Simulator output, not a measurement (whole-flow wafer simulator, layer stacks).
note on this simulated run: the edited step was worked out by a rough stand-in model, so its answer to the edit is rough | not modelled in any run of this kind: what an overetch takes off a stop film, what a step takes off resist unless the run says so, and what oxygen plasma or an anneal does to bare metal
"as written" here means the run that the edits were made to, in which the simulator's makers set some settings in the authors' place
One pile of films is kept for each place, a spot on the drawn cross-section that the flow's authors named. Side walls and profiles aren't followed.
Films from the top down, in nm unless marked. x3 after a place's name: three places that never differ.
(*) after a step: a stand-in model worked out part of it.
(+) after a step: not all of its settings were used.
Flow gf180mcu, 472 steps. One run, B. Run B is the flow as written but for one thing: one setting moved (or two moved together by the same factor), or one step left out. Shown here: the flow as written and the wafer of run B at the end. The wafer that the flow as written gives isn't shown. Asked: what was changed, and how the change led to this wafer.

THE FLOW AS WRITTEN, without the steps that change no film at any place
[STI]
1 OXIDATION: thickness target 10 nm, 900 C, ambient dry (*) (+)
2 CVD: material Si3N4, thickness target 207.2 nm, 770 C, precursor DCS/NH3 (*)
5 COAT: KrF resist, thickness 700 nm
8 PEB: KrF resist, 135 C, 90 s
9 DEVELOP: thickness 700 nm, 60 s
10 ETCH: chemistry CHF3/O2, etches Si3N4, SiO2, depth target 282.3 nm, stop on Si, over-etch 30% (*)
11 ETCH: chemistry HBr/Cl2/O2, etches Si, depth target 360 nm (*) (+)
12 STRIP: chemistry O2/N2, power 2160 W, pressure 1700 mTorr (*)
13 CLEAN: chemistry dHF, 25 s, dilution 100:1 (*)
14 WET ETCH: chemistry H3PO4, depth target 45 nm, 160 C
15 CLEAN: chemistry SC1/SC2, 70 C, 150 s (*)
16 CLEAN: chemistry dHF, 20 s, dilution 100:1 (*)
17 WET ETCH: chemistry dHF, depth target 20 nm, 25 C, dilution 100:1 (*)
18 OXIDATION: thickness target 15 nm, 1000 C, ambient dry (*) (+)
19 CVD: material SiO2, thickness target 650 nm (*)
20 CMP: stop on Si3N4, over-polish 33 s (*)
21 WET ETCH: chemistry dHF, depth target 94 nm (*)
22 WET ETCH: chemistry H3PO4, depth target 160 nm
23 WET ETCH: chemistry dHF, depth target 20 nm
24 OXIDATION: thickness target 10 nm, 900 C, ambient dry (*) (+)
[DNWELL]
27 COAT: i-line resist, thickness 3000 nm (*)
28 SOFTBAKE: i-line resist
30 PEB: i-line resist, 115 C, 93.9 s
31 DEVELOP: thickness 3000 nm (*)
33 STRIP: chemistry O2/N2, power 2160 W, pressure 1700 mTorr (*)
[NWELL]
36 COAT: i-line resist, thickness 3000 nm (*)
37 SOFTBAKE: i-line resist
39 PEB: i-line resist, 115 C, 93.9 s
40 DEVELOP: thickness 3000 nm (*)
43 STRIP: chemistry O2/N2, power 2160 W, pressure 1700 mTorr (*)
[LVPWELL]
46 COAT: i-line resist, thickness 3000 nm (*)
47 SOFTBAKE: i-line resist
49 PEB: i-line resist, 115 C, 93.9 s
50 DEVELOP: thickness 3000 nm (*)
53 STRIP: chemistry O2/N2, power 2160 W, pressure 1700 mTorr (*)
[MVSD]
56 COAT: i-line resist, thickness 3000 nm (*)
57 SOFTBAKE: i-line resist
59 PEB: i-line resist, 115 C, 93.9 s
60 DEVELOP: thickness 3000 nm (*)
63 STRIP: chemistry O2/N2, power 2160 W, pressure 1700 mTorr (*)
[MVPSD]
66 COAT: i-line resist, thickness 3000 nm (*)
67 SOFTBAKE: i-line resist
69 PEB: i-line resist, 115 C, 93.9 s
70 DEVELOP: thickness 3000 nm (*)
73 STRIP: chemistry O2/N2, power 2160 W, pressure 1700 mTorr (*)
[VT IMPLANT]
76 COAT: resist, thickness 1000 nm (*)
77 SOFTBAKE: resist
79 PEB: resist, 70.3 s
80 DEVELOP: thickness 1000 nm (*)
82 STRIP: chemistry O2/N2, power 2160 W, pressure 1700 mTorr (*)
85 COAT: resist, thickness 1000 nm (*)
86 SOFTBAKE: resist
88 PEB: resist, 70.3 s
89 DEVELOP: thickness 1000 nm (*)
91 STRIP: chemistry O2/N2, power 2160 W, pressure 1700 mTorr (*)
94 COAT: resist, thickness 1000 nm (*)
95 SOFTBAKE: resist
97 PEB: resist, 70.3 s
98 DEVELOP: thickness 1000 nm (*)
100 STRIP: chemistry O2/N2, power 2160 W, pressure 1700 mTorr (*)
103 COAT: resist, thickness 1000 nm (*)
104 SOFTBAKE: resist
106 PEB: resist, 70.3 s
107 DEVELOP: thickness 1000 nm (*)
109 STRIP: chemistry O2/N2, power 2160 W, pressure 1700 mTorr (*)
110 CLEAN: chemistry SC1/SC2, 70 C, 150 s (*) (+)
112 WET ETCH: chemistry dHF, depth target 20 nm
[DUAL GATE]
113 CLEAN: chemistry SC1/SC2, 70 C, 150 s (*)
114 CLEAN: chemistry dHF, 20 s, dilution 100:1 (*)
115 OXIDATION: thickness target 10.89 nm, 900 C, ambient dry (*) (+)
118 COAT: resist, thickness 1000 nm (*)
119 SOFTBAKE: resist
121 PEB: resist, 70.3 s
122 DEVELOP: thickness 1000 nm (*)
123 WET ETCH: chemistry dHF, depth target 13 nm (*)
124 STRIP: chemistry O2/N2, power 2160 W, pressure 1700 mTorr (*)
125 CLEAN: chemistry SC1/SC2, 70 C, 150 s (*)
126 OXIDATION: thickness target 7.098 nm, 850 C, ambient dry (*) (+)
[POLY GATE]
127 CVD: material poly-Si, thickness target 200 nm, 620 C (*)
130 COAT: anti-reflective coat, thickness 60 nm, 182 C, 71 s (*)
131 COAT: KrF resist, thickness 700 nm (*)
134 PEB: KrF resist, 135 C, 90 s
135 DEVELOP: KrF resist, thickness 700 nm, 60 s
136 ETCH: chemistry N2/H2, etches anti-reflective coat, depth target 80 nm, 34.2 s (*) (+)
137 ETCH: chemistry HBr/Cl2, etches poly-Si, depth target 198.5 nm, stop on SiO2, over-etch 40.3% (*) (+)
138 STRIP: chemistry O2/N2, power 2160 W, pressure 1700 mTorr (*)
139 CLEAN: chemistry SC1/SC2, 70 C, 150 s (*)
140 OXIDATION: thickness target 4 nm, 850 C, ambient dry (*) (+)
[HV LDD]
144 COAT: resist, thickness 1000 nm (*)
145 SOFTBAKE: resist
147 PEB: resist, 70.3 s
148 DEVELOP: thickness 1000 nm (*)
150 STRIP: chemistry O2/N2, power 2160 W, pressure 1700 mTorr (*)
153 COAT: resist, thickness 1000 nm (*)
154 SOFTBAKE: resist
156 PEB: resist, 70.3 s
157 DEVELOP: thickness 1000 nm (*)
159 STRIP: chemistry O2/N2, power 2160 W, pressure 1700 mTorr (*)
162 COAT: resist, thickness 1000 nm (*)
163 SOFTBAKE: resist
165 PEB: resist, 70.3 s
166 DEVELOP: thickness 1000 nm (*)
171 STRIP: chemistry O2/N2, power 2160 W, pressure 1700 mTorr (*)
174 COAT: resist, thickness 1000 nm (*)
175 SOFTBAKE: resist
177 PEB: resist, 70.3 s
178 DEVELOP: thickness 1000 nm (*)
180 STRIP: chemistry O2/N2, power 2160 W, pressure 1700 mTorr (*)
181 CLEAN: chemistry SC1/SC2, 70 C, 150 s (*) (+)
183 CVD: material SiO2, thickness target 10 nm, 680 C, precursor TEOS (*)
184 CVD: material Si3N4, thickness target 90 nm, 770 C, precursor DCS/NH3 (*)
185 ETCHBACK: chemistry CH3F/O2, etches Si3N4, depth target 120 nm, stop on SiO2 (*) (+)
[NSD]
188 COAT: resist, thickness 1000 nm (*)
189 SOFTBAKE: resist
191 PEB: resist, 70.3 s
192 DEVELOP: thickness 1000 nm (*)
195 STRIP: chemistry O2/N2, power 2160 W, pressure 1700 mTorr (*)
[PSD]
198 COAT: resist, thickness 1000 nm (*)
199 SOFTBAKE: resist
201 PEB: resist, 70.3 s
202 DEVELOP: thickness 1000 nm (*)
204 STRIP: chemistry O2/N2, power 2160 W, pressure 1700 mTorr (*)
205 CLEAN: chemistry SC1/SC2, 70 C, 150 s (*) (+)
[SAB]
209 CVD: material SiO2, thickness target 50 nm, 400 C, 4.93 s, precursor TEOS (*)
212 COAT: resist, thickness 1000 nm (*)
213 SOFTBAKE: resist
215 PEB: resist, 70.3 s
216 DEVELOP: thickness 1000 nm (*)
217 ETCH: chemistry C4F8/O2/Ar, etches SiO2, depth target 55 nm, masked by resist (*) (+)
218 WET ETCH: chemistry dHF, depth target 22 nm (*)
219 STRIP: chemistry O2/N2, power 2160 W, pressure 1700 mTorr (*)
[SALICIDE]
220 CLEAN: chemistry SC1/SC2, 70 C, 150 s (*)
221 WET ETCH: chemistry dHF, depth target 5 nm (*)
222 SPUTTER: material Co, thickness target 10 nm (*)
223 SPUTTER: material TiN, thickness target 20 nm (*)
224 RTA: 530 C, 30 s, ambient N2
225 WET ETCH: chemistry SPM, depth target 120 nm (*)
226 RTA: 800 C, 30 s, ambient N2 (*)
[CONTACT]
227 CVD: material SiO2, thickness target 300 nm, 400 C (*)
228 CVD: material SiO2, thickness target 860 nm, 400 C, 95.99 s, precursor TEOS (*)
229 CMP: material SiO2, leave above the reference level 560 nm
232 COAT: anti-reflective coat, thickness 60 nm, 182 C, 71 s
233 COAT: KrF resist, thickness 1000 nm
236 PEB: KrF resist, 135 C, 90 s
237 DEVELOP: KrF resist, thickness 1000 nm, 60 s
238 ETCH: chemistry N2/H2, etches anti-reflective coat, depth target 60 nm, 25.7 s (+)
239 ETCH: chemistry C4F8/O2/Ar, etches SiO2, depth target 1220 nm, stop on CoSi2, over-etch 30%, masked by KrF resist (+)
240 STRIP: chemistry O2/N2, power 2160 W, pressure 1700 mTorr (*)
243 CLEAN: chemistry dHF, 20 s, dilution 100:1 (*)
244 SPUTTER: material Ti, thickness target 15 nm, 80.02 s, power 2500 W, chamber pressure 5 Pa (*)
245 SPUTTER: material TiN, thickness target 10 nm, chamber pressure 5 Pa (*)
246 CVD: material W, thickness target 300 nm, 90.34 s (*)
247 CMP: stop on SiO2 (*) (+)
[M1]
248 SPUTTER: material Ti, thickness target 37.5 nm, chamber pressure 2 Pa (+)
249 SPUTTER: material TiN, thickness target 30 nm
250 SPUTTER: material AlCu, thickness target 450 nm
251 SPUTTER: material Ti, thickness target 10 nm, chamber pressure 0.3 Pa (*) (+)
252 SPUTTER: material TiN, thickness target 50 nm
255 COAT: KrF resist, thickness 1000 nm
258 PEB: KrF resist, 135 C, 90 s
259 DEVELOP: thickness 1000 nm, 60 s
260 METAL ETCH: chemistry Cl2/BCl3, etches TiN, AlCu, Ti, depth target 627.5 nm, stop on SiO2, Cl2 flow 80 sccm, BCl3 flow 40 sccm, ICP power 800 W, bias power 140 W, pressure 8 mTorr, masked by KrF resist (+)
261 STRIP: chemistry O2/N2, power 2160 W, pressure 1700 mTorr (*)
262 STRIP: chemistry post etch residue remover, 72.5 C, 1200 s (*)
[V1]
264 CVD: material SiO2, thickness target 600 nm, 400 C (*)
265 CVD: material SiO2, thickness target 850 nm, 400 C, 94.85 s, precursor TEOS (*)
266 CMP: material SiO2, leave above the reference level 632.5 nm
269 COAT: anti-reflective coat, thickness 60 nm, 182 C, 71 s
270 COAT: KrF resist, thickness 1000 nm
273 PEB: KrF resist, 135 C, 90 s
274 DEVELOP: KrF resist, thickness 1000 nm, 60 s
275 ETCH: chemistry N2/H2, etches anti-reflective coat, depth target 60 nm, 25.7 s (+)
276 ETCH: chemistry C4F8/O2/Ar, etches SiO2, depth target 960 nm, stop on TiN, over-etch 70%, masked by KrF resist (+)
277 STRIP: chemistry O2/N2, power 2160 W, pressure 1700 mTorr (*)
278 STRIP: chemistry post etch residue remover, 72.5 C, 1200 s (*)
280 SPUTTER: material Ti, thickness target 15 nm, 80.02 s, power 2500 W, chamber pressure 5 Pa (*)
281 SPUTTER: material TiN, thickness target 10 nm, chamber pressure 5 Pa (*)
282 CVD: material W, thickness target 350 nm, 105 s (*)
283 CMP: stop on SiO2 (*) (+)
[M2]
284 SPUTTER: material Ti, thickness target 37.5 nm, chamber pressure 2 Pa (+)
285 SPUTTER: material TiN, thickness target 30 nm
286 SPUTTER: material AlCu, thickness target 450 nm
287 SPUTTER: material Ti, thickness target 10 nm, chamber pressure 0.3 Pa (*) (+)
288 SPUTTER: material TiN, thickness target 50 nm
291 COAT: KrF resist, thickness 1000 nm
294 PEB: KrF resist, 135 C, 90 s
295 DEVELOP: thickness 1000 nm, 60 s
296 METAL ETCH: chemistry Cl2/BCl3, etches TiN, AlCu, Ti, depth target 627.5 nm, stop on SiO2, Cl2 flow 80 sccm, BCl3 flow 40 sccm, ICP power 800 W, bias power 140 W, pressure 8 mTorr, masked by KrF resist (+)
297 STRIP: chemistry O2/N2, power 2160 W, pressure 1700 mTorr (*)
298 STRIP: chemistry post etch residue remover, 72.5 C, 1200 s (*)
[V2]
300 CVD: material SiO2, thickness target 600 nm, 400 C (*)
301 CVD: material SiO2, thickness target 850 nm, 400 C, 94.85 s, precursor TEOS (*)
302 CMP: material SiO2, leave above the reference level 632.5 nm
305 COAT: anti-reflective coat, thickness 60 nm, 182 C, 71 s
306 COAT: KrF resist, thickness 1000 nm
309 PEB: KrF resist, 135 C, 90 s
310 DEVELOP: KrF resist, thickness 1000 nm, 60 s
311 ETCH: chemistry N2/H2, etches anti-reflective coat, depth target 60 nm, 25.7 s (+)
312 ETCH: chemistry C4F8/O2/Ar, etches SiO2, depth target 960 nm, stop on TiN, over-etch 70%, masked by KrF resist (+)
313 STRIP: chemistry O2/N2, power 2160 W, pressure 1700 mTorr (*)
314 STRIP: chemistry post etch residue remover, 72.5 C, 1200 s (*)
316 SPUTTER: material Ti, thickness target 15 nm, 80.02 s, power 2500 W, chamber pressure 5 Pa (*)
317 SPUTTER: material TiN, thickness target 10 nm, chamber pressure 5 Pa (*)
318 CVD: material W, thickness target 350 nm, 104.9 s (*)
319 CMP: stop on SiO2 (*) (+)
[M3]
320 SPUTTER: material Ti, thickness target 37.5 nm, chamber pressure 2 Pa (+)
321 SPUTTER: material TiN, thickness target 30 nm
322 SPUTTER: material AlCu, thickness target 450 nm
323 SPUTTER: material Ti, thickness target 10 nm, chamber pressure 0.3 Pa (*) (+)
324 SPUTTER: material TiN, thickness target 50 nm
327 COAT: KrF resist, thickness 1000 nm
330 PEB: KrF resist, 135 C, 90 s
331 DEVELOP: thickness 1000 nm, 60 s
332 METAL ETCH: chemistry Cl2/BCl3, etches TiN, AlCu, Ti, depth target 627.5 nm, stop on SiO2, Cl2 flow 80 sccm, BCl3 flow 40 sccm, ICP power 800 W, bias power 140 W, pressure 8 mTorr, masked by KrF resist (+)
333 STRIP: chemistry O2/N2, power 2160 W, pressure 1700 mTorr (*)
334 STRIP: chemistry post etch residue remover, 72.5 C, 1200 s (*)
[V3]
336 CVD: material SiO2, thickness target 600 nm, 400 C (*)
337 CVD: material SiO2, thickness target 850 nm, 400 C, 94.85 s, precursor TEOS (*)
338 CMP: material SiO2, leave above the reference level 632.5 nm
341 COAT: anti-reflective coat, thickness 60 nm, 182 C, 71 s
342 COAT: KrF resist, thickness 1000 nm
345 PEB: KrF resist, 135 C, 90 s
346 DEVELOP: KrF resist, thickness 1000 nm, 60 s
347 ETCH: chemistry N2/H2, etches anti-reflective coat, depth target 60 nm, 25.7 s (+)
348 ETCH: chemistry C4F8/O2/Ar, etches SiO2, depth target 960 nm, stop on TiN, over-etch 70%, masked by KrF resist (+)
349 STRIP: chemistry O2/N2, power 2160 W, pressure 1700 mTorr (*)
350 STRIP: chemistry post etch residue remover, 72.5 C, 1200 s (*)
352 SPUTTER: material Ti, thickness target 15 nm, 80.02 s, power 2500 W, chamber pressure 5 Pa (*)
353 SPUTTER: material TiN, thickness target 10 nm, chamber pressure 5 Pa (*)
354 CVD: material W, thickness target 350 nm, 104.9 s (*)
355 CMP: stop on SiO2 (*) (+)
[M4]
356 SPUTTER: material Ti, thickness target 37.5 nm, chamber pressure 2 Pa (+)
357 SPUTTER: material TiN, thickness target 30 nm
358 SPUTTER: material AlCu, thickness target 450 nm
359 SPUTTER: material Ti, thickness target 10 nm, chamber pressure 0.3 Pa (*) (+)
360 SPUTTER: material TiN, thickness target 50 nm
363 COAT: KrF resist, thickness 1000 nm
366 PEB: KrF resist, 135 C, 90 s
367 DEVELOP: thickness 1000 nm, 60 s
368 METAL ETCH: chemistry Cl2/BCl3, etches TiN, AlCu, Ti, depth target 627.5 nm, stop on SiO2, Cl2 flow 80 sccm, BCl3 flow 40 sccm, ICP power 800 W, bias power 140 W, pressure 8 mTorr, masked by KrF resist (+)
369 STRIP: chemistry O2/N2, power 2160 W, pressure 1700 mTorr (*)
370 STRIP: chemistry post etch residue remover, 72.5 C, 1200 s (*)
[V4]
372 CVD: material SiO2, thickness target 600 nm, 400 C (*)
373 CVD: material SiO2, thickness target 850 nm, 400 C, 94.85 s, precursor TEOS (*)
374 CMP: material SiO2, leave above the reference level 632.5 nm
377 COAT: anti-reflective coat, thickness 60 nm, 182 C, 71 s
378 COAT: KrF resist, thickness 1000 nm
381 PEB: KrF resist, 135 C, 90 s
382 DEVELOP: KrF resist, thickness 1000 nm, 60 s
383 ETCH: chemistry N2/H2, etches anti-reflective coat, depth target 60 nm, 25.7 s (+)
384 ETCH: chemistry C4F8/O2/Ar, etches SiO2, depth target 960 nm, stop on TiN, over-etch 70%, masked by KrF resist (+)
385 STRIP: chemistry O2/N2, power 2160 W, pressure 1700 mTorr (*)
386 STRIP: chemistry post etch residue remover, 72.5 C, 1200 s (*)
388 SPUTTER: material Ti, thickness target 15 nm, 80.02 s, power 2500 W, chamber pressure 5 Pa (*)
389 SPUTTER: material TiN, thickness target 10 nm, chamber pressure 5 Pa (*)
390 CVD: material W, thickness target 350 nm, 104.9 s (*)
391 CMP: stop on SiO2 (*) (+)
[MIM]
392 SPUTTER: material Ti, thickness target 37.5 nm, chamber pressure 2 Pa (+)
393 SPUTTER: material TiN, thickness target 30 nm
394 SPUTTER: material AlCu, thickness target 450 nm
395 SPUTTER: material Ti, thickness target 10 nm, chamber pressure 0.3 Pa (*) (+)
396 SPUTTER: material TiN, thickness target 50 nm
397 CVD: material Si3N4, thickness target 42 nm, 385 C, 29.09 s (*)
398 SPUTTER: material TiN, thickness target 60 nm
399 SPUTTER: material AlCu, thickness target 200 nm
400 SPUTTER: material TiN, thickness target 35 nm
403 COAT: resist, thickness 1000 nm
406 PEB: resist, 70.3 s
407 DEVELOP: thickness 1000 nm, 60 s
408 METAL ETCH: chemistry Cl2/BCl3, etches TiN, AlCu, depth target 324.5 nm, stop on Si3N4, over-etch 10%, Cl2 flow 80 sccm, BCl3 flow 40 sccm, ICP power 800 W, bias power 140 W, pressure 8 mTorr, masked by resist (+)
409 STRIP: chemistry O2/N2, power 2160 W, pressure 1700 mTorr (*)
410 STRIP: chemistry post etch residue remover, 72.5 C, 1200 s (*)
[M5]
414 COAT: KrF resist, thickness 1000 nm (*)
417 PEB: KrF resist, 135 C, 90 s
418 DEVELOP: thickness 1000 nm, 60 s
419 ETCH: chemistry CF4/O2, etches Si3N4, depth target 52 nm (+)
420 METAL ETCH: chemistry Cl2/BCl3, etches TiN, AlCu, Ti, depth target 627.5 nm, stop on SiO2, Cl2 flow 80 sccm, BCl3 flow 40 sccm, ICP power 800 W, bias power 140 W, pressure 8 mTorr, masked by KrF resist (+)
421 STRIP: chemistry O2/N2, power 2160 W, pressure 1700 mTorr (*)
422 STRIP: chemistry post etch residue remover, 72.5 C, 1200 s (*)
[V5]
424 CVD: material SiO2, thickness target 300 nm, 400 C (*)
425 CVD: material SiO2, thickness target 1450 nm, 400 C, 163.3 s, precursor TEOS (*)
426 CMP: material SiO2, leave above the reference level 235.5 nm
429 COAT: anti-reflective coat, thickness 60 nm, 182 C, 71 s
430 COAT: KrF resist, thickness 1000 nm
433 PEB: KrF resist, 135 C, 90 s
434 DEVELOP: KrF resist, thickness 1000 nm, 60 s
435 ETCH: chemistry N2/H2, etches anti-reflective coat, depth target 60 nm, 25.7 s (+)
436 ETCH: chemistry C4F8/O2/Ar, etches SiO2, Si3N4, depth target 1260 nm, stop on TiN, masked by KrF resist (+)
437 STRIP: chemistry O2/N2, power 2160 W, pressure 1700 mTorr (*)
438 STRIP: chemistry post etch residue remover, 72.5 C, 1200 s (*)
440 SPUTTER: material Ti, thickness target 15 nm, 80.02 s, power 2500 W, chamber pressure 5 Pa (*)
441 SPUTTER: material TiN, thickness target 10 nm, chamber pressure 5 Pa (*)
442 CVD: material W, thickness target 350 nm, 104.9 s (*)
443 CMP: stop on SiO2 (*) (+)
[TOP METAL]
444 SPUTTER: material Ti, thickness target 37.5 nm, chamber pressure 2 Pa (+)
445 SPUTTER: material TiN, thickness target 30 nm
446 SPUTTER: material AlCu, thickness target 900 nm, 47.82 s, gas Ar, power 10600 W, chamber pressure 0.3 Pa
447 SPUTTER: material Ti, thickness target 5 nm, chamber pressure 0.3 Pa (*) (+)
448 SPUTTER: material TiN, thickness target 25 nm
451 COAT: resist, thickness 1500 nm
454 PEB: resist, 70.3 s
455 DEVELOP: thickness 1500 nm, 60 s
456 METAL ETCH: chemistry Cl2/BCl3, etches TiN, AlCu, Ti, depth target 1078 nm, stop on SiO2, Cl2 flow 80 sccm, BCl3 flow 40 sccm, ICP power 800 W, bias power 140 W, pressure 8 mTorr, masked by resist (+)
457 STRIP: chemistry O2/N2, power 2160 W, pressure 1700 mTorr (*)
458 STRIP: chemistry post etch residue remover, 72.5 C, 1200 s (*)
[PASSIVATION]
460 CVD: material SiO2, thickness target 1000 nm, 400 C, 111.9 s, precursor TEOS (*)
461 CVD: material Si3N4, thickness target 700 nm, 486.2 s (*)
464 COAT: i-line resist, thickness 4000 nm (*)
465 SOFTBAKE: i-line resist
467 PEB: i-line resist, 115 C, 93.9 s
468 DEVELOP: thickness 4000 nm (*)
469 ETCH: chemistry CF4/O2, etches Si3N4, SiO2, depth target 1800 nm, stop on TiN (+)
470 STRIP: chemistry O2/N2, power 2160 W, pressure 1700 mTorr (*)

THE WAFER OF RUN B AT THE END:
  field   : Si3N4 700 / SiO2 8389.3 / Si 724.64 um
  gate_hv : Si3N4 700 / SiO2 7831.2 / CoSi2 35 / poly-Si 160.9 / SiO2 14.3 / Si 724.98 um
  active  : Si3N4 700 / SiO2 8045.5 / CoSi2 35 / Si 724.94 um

The cause: step 424, CVD: thickness target 462 nm was run, where the flow has thickness target 300 nm.

How the change led to this, step by step:
  424 CVD: material SiO2, thickness target 300 nm, 400 C (*)
      field, field__w1, field__w2 and 101 more: SiO2 +462 (as written it would be: SiO2 +300)
      field__w4, field__w8, contact, m1, m1__w1, mim, mim_1p0, m1_nw: SiO2 +462 (new film) (as written it would be: SiO2 +300 (new film))
  436 ETCH: chemistry C4F8/O2/Ar, etches SiO2, Si3N4, depth target 1260 nm, stop on TiN, masked by KrF resist (+)
      contact: SiO2 -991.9 (all of it), Si3N4 -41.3 (all of it) (as written it would be: SiO2 -829.9 (all of it), Si3N4 -41.3 (all of it))
  440 SPUTTER: material Ti, thickness target 15 nm, 80.02 s, power 2500 W, chamber pressure 5 Pa (*)
      contact: Ti +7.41 (new film) (as written it would be: Ti +8.12 (new film))
  442 CVD: material W, thickness target 350 nm, 104.9 s (*)
      contact: W +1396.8 (new film) (as written it would be: W +1233.6 (new film))
